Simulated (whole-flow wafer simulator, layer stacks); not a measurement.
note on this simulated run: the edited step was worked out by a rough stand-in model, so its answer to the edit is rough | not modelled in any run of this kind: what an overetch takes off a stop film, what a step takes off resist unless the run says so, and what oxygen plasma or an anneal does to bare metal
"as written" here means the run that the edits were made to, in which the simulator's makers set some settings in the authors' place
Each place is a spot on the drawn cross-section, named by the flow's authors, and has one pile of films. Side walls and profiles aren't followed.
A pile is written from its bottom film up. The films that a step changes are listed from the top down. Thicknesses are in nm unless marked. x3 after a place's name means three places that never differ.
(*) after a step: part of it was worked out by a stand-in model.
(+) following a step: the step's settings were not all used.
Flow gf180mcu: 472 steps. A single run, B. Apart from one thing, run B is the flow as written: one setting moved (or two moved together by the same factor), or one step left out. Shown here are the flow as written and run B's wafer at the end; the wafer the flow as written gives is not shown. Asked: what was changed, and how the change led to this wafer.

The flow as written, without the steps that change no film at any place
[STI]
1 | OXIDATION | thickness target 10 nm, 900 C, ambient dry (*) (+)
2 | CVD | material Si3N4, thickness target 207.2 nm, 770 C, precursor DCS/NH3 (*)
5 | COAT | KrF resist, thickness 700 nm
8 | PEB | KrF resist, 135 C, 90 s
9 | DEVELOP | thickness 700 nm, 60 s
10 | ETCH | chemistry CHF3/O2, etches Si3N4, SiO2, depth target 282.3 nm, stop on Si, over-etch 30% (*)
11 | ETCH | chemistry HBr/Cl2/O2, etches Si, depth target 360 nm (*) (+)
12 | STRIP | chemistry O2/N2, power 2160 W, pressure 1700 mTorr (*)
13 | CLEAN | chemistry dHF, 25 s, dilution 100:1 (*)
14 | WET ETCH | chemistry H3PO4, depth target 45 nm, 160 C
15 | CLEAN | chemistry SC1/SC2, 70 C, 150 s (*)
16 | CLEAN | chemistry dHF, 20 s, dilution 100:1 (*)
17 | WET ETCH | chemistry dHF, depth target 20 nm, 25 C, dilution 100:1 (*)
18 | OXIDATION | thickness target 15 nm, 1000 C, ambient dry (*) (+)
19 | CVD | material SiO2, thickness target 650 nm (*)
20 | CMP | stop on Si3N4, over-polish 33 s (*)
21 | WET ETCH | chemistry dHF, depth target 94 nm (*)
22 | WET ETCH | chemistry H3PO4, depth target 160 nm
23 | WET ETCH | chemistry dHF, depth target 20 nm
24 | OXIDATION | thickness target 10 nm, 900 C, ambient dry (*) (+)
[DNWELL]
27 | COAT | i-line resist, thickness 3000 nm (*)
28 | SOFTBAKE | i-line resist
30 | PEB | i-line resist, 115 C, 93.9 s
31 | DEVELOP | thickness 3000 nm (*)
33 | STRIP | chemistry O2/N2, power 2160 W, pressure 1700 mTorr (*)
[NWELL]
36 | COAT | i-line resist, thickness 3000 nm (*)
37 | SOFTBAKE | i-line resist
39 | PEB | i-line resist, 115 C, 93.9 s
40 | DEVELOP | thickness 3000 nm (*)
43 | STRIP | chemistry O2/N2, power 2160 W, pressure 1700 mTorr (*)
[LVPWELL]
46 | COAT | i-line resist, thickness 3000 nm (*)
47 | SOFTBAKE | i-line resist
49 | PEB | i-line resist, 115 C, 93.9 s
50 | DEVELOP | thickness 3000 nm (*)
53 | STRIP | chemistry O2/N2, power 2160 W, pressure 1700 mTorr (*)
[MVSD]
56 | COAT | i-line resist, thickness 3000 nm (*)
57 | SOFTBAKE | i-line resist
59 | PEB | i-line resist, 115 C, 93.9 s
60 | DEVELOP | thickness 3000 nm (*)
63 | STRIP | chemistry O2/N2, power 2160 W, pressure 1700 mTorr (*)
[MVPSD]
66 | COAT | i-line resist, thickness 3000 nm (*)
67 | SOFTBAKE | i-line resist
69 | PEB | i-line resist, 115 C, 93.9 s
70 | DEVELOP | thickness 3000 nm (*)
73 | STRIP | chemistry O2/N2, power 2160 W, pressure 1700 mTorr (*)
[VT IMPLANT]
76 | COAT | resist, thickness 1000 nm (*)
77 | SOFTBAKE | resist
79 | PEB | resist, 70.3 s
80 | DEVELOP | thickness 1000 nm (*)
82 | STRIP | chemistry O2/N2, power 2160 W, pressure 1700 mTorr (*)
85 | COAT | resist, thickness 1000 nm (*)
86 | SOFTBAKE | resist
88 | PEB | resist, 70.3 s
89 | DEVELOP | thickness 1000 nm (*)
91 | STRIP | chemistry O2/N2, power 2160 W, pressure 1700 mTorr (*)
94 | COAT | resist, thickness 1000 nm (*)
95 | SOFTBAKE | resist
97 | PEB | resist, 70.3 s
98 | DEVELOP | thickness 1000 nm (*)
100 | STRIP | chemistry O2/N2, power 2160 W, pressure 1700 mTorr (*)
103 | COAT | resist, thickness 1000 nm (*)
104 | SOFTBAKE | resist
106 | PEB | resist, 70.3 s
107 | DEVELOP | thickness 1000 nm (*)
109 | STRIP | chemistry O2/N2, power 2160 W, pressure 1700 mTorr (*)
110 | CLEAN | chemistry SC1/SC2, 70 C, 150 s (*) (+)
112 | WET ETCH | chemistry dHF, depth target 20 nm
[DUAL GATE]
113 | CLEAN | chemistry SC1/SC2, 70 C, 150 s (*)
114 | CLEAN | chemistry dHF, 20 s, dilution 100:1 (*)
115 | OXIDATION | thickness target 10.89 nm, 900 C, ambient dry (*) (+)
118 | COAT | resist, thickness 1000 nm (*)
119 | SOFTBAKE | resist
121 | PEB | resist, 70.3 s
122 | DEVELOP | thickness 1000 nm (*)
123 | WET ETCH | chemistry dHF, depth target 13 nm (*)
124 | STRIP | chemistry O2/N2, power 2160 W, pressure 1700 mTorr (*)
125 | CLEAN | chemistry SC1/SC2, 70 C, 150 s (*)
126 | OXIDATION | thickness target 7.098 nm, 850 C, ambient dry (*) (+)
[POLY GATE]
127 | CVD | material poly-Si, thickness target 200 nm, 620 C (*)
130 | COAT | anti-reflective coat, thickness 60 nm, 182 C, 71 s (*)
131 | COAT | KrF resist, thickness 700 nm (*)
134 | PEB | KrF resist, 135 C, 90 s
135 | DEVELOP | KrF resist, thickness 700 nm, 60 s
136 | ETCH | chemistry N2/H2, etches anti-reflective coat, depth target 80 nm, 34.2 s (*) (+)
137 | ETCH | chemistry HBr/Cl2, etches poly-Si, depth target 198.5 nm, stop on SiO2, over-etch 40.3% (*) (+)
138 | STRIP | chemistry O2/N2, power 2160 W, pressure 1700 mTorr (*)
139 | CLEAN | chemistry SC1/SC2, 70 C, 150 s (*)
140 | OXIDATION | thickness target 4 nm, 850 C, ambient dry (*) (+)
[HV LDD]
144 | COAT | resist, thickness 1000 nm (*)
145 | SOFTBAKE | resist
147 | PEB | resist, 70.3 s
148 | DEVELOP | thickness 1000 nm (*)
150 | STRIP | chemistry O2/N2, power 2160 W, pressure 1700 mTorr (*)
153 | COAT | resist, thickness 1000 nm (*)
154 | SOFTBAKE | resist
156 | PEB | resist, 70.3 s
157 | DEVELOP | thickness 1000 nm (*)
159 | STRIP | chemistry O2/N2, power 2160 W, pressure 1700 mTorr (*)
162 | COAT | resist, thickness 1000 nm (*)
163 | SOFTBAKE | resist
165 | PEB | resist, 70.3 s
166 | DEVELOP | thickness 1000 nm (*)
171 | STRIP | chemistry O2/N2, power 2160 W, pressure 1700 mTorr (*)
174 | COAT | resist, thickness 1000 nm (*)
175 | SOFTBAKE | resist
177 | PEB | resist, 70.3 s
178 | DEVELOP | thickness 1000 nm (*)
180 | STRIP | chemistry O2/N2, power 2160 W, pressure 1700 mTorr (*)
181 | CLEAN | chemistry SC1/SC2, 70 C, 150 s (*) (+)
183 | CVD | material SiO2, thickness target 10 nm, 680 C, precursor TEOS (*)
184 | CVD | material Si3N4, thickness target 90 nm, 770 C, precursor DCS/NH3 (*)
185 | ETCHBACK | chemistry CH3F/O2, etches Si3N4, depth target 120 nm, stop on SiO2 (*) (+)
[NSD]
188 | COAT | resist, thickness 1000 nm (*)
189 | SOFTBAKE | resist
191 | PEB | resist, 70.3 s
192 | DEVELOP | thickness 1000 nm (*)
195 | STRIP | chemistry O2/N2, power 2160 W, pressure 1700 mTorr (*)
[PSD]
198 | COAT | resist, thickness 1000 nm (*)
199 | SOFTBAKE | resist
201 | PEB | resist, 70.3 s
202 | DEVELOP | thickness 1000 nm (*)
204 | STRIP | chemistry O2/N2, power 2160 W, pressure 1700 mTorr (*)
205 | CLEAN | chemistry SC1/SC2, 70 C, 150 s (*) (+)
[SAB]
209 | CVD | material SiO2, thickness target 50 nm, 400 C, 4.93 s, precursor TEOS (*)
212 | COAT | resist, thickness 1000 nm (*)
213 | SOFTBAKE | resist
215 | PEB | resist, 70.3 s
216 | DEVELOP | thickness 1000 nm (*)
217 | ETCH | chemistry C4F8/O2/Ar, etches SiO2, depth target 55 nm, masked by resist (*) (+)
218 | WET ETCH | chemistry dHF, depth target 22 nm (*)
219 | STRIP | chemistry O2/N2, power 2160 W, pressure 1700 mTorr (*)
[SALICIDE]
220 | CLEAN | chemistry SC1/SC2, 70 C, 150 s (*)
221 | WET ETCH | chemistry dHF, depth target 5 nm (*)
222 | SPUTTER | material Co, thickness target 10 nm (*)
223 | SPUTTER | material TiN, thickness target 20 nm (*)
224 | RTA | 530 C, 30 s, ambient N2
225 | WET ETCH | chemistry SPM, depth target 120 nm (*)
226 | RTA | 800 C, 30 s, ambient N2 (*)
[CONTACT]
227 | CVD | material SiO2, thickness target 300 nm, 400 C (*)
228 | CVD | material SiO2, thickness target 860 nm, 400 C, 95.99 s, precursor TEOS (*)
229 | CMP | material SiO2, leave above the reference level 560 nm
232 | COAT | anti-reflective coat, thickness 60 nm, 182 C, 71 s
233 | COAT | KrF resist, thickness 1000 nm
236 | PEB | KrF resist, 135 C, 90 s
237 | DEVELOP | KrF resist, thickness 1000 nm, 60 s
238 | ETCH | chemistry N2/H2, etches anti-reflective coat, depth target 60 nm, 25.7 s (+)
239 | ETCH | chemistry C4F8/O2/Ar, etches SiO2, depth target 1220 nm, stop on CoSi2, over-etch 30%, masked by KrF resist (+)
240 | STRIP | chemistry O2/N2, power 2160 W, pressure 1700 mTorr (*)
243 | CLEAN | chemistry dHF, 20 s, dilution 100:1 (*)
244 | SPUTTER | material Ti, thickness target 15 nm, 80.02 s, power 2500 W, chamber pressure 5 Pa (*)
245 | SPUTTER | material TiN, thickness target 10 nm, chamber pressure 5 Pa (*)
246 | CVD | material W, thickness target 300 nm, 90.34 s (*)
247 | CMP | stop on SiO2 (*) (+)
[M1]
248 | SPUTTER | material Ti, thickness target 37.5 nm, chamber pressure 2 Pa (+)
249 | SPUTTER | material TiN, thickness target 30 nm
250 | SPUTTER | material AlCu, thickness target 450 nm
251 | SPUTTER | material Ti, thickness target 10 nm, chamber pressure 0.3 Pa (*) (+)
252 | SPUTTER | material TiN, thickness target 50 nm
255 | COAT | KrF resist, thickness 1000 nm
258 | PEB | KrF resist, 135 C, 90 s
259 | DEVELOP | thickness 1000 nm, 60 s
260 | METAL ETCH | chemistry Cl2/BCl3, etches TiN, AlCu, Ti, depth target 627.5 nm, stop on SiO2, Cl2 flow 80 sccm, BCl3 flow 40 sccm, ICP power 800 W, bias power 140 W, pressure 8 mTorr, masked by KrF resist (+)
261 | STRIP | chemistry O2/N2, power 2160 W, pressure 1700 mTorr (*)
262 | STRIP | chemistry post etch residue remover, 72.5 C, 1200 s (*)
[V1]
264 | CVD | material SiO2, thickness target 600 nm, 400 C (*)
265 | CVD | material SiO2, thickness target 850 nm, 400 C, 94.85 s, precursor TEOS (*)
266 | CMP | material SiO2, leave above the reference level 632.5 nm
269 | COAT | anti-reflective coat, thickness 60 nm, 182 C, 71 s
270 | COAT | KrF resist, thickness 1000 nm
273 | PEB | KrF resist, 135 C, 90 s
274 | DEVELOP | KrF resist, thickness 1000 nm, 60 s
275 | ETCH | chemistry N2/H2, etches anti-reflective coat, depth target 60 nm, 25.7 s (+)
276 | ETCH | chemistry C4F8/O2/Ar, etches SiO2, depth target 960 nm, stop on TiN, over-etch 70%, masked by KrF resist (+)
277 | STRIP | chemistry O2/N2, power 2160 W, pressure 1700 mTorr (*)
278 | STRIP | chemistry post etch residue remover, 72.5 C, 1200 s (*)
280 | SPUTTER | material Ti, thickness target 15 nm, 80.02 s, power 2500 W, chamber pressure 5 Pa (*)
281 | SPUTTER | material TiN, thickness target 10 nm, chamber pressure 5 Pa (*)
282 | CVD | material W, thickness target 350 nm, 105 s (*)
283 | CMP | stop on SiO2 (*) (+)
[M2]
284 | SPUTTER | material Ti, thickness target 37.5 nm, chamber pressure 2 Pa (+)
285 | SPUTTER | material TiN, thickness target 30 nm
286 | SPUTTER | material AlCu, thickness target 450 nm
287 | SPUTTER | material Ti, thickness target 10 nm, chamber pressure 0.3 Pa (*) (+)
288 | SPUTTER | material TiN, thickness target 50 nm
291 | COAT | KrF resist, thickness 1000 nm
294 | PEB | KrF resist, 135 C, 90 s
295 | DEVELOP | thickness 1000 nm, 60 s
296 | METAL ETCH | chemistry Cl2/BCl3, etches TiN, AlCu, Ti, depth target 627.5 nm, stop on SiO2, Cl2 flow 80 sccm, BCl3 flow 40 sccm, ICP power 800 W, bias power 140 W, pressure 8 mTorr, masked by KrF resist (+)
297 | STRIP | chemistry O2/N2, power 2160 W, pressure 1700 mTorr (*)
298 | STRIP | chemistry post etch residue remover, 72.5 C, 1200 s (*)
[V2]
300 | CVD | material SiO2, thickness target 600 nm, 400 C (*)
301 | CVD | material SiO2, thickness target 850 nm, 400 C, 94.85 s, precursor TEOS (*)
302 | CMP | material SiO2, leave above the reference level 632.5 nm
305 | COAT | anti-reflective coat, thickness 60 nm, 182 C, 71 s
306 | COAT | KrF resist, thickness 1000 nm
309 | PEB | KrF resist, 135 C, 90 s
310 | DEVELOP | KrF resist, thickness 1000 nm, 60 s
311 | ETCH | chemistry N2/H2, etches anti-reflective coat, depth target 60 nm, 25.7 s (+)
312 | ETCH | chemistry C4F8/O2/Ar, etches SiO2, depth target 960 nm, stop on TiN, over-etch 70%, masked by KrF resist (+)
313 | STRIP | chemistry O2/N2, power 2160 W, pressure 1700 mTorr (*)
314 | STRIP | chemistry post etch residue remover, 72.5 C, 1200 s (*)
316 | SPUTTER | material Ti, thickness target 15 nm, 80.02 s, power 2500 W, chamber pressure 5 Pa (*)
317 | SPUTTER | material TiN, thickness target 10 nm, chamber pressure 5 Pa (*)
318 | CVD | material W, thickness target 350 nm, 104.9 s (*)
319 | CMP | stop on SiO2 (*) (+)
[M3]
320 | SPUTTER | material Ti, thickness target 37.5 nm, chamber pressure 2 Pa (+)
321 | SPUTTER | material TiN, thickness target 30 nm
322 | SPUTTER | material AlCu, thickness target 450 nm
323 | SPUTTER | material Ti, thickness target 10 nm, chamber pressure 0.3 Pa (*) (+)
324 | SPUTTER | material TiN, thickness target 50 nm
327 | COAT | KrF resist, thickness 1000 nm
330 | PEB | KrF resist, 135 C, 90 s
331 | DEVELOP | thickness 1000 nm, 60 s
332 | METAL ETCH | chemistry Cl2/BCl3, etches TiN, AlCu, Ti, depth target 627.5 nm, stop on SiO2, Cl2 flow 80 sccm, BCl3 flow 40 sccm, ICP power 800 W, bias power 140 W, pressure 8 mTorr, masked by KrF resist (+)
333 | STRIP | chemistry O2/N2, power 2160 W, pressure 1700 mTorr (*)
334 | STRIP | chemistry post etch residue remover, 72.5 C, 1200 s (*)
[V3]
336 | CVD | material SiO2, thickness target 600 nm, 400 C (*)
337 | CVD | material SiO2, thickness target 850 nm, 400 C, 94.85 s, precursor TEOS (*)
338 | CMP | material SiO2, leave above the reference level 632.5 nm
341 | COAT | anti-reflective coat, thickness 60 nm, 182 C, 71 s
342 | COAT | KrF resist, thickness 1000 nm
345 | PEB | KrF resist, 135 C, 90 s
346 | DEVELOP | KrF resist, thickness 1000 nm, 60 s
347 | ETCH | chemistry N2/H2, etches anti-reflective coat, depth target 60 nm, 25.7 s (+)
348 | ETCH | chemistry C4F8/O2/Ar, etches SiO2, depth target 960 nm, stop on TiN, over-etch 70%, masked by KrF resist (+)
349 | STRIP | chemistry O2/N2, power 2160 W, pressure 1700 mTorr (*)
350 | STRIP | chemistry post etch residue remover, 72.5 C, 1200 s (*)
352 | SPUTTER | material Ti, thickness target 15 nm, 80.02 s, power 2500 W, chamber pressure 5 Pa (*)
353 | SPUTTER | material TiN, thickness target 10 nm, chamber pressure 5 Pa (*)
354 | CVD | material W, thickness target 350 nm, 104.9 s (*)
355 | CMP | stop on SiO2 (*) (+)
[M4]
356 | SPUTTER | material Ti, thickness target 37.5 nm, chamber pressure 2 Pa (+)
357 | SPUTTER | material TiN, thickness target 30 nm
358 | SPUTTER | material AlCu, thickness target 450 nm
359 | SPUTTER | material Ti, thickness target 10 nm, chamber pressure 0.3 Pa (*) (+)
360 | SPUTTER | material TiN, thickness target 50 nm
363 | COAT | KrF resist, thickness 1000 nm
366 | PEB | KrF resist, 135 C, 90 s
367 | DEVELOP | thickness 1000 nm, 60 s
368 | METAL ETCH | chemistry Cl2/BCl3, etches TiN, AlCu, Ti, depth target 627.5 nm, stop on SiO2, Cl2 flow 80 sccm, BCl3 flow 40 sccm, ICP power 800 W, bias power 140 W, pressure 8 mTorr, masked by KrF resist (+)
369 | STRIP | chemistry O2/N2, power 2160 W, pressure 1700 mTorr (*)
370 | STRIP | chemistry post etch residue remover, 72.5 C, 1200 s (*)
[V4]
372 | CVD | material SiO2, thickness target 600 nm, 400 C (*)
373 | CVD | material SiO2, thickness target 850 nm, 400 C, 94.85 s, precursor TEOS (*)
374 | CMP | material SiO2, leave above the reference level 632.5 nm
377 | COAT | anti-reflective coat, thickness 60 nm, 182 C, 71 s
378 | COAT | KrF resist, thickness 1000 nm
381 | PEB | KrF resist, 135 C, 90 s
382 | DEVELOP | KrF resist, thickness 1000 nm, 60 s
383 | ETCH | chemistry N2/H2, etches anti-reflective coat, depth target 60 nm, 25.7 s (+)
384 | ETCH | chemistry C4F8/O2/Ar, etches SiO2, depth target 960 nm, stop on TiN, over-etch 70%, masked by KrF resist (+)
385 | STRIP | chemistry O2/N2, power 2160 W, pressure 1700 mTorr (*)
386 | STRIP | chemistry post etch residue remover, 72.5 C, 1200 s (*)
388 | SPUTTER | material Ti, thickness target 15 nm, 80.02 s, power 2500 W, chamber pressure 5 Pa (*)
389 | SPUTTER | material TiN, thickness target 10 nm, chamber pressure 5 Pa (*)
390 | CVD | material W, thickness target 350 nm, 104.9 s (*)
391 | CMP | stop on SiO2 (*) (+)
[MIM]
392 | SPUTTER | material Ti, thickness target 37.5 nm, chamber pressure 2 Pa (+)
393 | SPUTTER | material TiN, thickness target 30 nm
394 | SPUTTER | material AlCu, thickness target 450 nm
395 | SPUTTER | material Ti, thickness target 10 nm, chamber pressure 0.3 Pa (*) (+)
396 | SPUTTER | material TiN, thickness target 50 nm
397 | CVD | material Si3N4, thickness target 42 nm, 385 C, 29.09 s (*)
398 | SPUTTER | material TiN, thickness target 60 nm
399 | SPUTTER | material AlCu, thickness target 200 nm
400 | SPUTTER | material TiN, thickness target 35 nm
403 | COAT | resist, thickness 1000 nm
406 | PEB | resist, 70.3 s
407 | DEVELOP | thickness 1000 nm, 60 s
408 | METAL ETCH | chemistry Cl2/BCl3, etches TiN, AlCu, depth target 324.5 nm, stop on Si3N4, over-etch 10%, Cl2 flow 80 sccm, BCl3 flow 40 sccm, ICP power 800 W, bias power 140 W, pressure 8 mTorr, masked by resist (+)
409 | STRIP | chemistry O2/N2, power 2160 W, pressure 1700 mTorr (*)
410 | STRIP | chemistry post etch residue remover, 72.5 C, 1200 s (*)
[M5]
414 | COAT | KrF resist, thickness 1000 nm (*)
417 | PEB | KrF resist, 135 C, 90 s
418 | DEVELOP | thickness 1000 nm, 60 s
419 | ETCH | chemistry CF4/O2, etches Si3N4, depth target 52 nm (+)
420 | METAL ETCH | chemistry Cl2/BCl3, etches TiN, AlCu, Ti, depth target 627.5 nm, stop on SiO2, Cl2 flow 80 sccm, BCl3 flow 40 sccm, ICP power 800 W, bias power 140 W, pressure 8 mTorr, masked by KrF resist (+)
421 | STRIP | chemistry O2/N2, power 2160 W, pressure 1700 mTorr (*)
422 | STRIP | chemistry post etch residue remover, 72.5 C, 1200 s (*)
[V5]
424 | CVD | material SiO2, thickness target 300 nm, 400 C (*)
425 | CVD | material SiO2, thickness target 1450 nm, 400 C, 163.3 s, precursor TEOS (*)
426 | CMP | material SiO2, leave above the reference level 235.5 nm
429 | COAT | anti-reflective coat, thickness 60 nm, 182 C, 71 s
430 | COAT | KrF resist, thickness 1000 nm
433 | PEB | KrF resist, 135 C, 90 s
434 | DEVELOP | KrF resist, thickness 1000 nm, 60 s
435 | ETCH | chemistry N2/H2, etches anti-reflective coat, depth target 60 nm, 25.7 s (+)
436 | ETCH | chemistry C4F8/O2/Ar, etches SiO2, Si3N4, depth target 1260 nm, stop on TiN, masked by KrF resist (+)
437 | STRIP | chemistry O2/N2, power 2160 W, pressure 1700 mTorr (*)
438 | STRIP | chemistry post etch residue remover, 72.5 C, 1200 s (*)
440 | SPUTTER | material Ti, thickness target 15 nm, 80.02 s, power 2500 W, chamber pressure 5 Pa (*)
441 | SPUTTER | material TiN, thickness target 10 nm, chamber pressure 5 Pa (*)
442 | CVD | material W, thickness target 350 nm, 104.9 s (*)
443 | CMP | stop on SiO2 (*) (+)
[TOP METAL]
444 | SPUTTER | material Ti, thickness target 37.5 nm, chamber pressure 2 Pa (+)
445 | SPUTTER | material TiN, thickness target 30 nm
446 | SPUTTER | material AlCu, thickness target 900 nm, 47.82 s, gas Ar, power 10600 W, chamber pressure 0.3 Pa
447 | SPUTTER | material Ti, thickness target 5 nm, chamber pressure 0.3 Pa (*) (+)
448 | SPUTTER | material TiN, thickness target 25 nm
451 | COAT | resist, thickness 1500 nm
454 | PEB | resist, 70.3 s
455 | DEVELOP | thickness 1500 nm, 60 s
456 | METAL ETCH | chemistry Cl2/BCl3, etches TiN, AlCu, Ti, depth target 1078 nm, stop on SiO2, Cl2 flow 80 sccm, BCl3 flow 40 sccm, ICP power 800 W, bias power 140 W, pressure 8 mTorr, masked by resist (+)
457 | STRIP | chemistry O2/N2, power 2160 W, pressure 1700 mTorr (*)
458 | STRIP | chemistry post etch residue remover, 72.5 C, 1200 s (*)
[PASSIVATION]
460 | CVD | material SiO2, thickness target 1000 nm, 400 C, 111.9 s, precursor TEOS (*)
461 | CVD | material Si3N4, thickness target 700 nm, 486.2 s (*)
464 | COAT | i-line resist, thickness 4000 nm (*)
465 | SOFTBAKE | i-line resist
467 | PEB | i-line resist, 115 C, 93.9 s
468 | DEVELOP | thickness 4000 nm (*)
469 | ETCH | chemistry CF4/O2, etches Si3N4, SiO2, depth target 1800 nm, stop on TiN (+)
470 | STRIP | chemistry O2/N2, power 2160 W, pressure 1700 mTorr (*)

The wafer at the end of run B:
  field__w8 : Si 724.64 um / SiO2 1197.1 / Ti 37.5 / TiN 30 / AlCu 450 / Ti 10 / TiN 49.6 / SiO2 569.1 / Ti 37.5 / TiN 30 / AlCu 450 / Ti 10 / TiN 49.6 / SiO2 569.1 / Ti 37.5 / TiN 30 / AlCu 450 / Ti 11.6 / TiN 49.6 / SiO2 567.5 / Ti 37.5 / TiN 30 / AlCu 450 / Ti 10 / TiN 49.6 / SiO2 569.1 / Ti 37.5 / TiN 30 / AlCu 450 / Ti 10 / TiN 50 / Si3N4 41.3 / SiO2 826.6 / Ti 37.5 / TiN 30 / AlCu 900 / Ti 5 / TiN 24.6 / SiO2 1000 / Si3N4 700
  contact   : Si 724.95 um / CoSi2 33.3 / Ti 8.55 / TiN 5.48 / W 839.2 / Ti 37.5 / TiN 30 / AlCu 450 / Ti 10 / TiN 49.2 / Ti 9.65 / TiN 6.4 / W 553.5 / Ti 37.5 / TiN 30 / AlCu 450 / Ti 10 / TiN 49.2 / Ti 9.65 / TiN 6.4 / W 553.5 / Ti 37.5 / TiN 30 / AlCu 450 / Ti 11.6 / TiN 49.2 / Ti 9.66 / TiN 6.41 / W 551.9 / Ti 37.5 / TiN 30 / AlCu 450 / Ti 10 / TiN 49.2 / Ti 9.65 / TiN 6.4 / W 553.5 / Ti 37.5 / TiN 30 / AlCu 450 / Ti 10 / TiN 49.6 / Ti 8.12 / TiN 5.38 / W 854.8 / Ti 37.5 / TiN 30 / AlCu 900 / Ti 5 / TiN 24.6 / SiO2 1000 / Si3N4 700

The reason: step 323, SPUTTER: thickness target 11.6 nm was run, while the flow as written has thickness target 10 nm.
The wafer lets one read it off: field__w8 has Ti 11.6, and step 323 as written asks for 10 nm.

How this came from the change, step by step:
  323 | SPUTTER | material Ti, thickness target 10 nm, chamber pressure 0.3 Pa (*) (+)
      field, field__w1, field__w2 and 108 more: Ti gains 11.6 (new film) (it would be, as written: Ti gains 10 (new film))
  332 | METAL ETCH | chemistry Cl2/BCl3, etches TiN, AlCu, Ti, depth target 627.5 nm, stop on SiO2, Cl2 flow 80 sccm, BCl3 flow 40 sccm, ICP power 800 W, bias power 140 W, pressure 8 mTorr, masked by KrF resist (+)
      field, field__w1, field__w2 and 103 more: TiN loses 50 (all of it), Ti loses 11.6 (all of it), AlCu loses 450 (all of it), TiN loses 30 (all of it), Ti loses 37.5 (all of it) (it would be, as written: TiN loses 50 (all of it), Ti loses 10 (all of it), AlCu loses 450 (all of it), TiN loses 30 (all of it), Ti loses 37.5 (all of it))
